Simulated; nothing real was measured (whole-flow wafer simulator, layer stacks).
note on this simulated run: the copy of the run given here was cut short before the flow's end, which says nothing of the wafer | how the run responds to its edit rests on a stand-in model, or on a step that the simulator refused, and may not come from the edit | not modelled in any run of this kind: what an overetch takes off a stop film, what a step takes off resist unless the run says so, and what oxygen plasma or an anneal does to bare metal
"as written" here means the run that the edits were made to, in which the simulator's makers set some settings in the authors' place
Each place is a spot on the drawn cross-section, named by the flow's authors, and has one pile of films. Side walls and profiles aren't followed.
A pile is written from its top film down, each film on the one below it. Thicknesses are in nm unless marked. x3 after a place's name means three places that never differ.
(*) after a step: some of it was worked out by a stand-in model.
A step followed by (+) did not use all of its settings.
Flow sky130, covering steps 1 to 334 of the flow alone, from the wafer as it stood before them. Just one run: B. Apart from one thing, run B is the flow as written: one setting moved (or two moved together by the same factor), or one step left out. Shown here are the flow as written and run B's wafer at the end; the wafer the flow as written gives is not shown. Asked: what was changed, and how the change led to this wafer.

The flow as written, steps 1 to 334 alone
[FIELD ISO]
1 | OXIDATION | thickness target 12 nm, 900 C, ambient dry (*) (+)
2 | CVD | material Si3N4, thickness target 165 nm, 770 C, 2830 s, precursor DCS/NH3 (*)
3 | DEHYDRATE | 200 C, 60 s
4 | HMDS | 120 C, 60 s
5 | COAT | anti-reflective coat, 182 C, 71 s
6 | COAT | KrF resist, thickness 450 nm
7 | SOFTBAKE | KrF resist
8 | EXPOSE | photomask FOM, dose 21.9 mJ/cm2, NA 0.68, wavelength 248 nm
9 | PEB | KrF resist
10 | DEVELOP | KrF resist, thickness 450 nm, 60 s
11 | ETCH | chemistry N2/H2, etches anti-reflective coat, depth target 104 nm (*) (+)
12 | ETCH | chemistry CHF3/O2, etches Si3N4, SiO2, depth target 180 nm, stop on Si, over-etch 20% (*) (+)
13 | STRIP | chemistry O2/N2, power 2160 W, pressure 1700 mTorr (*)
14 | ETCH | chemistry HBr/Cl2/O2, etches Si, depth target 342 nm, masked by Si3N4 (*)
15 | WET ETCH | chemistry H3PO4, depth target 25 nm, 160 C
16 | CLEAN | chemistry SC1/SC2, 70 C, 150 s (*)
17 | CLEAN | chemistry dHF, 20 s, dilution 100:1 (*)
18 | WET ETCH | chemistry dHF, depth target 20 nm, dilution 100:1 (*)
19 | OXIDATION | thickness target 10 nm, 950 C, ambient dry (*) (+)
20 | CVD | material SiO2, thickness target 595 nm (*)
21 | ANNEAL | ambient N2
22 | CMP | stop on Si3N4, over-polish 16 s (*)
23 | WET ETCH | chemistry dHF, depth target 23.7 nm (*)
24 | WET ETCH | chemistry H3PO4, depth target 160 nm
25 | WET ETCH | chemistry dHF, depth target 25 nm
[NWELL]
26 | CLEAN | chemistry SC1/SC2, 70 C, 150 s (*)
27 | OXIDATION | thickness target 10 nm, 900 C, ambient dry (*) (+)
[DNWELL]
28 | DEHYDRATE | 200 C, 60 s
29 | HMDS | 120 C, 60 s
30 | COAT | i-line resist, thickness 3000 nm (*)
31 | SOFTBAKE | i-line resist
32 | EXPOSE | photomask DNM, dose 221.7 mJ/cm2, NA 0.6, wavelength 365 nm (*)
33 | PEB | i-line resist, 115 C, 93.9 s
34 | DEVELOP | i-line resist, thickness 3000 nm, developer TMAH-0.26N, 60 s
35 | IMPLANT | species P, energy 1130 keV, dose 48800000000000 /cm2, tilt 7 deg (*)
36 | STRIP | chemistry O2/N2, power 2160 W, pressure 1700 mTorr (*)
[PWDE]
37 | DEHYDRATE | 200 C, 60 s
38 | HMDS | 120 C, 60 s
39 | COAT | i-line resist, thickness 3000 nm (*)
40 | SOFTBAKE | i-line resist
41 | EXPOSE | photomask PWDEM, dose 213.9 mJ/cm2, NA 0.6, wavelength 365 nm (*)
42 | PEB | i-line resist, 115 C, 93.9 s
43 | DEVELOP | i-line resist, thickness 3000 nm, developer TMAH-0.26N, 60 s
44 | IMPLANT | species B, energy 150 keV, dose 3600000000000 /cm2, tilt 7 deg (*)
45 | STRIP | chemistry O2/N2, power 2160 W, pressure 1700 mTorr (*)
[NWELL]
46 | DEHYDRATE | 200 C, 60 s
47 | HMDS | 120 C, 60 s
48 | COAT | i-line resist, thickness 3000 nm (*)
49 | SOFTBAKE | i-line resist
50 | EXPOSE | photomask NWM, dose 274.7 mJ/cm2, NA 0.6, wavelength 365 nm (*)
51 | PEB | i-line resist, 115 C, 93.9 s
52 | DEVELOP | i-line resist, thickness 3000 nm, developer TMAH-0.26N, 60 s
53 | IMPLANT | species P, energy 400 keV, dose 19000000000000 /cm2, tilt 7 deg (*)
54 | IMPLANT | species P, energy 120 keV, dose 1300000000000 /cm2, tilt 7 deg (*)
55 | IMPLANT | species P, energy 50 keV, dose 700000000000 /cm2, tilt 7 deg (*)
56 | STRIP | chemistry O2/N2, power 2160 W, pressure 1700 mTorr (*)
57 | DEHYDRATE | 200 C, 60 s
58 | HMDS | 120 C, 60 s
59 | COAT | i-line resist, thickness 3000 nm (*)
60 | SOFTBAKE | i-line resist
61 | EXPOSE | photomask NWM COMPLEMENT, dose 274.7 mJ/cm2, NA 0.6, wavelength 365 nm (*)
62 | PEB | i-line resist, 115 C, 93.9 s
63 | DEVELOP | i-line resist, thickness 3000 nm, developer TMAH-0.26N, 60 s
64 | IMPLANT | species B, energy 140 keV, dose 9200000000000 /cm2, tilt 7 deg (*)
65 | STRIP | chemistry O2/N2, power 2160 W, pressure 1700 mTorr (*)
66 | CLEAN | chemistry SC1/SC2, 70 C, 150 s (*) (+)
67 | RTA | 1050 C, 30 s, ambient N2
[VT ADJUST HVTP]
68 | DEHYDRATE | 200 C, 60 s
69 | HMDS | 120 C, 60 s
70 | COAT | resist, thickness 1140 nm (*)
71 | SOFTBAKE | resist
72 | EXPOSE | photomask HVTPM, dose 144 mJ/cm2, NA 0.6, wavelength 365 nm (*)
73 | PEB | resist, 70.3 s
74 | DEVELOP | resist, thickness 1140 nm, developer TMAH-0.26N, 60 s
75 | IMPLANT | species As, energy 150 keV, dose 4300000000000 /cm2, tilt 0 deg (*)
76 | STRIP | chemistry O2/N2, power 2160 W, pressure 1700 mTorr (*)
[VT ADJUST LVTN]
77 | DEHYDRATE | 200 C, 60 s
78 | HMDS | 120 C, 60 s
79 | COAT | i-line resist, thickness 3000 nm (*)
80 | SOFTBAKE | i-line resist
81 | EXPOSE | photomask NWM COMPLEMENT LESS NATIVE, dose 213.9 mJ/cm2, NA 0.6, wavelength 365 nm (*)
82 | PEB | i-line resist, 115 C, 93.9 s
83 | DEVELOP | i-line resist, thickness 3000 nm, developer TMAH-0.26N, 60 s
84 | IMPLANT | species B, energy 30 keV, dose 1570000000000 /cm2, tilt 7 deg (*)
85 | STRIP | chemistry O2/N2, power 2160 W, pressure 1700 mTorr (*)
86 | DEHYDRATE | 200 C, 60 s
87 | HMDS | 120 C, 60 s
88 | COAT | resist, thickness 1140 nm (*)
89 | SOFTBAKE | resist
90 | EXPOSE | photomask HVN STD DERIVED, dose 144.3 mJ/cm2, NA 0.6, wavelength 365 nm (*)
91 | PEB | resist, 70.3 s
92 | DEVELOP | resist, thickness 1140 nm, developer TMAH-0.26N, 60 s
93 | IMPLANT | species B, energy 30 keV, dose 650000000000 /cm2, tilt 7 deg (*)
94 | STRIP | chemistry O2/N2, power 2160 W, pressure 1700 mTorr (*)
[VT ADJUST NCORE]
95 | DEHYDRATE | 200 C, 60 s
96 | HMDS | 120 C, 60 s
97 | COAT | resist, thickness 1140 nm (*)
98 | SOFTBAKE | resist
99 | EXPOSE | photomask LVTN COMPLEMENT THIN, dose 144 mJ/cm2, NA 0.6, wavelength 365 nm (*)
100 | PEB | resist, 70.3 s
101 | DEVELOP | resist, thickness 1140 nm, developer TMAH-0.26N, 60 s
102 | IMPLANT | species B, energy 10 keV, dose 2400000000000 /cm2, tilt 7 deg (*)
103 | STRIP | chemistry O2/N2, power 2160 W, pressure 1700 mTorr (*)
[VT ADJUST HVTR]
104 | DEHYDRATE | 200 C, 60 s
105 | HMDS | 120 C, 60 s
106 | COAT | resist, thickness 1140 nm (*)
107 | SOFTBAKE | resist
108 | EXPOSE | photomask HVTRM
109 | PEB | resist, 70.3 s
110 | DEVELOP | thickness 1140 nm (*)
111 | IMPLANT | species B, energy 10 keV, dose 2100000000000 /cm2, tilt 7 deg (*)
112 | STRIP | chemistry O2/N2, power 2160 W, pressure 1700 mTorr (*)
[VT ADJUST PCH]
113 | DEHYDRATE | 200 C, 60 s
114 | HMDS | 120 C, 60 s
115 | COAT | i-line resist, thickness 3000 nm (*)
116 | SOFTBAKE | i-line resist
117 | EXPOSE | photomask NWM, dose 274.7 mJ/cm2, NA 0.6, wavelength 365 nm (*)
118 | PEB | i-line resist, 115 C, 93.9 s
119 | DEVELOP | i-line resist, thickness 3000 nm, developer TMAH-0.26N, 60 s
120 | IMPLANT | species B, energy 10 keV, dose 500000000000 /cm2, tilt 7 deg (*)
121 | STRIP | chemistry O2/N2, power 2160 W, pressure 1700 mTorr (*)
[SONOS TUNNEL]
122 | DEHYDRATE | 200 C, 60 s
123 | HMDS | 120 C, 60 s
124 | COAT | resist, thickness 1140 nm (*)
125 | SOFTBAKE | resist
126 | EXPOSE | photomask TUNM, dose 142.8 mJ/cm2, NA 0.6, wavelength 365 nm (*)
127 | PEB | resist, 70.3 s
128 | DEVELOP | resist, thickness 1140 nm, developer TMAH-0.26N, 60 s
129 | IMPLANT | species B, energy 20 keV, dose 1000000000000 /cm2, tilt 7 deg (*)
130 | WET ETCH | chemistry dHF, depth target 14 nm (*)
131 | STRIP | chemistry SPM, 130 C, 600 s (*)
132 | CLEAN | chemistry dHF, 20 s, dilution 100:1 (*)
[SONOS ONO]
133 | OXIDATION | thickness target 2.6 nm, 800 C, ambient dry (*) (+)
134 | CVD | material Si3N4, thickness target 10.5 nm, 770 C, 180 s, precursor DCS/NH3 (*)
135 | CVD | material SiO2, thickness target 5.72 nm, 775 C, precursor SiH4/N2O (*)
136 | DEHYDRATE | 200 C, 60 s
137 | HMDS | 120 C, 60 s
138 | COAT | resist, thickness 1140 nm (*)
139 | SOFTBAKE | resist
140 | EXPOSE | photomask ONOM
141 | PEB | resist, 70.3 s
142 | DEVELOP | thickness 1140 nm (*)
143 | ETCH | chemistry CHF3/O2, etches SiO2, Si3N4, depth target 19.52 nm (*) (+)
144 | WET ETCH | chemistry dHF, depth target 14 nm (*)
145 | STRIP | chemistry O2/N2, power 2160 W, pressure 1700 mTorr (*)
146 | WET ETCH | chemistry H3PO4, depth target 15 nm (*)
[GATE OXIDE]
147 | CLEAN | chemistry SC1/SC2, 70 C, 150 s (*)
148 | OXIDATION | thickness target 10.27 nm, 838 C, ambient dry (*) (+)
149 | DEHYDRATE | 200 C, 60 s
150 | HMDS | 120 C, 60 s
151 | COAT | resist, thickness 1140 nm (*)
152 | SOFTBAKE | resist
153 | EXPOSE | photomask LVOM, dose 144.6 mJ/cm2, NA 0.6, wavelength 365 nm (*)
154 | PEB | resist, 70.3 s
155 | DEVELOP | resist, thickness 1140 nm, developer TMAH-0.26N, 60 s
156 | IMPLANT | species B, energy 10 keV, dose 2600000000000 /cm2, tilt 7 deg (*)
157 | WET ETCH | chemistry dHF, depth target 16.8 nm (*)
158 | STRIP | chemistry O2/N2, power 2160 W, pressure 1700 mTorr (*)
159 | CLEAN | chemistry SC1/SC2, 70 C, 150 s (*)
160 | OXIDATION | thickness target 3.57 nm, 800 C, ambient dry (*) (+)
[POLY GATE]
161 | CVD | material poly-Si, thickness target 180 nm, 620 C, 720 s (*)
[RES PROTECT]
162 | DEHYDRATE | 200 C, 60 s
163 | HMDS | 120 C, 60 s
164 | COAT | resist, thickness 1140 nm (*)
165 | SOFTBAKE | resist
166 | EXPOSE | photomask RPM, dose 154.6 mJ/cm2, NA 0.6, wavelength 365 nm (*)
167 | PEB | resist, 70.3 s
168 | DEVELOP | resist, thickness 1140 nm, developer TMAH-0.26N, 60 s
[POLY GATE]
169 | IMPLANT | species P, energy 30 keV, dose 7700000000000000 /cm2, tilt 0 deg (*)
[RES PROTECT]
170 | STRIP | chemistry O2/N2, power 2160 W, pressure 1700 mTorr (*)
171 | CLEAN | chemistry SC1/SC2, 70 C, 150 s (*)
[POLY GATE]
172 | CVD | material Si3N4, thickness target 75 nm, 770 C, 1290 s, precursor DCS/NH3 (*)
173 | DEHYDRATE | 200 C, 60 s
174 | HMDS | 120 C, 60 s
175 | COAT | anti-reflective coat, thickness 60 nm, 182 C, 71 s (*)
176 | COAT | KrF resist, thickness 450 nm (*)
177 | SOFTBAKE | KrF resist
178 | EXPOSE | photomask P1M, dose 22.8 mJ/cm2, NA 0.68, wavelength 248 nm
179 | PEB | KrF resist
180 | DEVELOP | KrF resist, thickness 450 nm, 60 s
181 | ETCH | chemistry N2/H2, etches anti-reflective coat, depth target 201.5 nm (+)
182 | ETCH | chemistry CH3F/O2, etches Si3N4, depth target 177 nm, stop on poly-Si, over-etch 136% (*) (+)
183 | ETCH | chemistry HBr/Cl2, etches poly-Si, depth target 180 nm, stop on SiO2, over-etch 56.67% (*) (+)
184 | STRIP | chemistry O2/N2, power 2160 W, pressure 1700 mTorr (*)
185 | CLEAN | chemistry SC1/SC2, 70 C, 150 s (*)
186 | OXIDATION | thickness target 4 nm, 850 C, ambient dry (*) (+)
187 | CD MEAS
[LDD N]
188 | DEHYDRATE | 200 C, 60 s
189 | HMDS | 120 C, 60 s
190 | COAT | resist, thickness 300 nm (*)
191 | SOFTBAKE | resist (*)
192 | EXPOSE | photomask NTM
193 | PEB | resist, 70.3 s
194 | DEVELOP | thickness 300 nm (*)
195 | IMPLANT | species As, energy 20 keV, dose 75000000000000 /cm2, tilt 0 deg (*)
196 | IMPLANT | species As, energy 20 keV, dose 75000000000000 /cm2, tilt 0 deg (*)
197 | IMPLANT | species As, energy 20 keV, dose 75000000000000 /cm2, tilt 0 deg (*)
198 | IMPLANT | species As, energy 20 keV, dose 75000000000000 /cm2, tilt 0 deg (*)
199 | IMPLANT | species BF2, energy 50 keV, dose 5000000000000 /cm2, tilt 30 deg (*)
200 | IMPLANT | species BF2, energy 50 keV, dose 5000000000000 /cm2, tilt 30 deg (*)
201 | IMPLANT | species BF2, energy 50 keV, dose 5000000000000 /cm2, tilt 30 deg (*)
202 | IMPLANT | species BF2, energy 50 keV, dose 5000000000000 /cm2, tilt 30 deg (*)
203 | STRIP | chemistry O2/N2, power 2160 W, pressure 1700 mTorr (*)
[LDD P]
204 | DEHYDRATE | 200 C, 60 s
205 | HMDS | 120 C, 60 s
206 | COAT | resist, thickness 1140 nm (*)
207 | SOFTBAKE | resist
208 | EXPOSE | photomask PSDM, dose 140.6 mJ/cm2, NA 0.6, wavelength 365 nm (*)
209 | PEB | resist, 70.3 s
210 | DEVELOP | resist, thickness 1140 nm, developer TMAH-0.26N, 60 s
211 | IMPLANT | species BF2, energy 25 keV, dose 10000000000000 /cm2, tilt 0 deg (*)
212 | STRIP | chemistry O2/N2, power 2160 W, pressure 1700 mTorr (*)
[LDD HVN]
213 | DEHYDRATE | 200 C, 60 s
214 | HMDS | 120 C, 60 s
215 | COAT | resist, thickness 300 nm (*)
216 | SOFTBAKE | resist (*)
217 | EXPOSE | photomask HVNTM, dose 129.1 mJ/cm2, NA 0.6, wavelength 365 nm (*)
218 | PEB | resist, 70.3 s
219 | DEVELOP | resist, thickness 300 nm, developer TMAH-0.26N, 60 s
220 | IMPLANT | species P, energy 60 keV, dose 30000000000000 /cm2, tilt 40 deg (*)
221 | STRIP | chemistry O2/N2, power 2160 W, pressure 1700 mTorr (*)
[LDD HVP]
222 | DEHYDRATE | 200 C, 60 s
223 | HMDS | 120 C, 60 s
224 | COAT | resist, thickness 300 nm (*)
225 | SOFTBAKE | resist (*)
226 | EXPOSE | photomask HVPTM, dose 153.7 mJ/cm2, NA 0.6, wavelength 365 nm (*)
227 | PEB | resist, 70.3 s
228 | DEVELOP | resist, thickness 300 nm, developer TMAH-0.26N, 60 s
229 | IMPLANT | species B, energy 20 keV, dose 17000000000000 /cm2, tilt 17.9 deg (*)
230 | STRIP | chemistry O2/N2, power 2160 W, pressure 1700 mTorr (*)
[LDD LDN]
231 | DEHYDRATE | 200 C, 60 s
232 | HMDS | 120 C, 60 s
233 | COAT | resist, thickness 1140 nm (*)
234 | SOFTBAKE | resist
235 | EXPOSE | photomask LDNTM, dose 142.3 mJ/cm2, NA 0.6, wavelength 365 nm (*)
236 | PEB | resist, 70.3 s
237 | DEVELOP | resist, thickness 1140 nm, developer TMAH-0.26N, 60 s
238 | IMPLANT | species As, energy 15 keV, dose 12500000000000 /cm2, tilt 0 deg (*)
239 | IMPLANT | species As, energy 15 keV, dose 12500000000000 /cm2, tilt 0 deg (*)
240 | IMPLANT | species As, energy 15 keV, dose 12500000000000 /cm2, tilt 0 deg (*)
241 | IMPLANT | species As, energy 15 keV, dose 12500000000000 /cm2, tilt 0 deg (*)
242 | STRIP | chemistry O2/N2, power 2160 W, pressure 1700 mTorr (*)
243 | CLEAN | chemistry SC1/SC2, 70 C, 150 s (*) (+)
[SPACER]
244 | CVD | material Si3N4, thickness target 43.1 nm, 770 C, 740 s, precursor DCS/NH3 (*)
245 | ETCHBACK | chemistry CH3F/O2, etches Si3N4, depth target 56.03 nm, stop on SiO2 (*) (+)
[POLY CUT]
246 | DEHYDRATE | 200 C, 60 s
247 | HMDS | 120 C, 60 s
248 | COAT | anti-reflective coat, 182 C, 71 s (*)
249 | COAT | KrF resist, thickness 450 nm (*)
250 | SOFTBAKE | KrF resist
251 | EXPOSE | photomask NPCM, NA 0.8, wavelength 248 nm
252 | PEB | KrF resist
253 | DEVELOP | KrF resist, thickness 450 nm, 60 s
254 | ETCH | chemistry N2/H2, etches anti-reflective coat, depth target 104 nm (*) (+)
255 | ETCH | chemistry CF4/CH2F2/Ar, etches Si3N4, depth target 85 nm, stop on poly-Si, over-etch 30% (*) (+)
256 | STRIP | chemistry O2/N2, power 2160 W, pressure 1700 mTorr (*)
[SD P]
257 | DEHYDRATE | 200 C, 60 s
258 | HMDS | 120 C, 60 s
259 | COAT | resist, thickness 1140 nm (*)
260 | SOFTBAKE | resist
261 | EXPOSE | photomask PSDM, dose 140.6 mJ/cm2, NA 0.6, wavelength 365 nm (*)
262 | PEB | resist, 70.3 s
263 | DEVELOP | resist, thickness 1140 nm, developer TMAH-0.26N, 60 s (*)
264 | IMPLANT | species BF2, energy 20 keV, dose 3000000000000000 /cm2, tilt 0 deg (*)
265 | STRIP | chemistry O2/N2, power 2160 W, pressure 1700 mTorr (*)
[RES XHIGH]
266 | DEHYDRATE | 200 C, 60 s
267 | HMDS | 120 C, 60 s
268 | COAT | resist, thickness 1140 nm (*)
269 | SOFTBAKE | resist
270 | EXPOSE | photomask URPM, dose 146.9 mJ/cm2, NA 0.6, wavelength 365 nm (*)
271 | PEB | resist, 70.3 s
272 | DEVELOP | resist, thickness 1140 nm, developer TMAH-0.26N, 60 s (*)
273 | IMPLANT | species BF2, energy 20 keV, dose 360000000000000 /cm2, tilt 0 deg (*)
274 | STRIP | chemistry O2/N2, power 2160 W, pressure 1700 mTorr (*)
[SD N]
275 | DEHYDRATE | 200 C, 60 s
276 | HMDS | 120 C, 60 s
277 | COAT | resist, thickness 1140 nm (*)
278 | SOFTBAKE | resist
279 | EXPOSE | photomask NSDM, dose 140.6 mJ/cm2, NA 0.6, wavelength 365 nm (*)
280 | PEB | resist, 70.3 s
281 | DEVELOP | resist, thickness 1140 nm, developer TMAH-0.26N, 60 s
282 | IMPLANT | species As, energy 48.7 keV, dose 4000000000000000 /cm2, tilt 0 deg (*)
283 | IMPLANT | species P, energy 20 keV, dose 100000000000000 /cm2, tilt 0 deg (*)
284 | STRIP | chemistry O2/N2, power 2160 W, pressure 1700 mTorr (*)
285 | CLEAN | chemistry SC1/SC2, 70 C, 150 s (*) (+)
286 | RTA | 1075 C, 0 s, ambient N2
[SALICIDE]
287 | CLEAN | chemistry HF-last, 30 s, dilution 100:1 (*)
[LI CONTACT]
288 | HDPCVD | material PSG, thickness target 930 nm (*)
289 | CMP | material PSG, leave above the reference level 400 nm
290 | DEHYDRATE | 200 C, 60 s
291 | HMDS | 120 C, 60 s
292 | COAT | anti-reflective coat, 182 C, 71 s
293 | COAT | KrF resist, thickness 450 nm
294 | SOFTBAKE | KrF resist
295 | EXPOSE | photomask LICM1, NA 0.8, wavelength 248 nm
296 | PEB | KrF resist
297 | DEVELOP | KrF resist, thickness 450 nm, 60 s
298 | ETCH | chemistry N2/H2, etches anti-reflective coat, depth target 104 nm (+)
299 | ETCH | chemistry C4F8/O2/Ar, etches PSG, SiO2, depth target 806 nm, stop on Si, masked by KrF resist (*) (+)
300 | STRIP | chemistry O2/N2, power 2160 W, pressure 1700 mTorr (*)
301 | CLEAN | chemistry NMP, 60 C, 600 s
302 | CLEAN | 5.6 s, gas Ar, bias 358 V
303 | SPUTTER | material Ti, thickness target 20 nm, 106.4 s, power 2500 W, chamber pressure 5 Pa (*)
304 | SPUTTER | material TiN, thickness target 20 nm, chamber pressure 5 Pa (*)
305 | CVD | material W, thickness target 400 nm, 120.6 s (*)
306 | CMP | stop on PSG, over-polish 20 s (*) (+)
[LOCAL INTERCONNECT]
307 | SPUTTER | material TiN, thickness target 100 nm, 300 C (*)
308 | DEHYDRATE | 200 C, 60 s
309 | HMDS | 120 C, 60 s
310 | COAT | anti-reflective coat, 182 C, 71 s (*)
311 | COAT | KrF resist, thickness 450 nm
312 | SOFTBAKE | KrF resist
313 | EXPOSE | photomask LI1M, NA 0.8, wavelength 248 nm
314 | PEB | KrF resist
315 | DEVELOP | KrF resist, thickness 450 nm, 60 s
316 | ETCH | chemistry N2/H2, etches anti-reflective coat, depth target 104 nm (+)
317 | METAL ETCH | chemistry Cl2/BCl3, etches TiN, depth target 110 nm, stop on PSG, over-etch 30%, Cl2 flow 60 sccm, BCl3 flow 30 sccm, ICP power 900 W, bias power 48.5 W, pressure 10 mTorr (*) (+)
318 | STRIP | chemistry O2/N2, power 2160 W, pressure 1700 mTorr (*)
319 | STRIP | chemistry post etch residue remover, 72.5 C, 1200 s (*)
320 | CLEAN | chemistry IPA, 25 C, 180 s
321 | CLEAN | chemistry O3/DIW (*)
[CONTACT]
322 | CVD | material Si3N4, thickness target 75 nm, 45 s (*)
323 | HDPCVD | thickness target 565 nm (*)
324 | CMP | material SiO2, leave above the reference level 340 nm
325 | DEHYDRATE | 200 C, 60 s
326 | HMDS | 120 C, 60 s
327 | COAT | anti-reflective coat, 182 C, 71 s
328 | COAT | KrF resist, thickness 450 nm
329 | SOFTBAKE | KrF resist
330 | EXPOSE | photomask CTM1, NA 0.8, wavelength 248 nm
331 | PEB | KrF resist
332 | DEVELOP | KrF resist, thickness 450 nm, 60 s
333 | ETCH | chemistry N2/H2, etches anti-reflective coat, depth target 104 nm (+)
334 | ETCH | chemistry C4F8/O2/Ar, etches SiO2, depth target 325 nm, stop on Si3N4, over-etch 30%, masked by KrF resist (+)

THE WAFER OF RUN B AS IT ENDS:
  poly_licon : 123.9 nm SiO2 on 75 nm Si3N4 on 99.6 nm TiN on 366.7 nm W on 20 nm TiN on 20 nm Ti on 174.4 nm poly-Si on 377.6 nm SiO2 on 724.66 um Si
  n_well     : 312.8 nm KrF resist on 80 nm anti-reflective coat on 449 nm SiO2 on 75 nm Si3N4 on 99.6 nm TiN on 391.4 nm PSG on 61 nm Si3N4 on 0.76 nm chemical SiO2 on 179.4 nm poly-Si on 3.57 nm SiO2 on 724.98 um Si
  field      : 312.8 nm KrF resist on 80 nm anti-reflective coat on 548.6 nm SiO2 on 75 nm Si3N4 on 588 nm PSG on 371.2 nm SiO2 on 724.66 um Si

What caused this: step 324, CMP: leave above the reference level 524 nm was run, though the flow has leave above the reference level 340 nm.

How this came from the change, step by step:
  324 | CMP | material SiO2, leave above the reference level 340 nm
      n_well, p_well, gate_hv and 93 more: SiO2 loses 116 (it would be, as written: SiO2 loses 300)
      field, active, gate and 88 more: SiO2 loses 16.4 (it would be, as written: SiO2 loses 200.4)
      (also at 4 further places)
  334 | ETCH | chemistry C4F8/O2/Ar, etches SiO2, depth target 325 nm, stop on Si3N4, over-etch 30%, masked by KrF resist (+)
      poly_licon, ndiff_licon, ndiff_licon_cpp, rpo_hd_licon: SiO2 loses 325 (it would be, as written: SiO2 loses 264.9 (all of it))
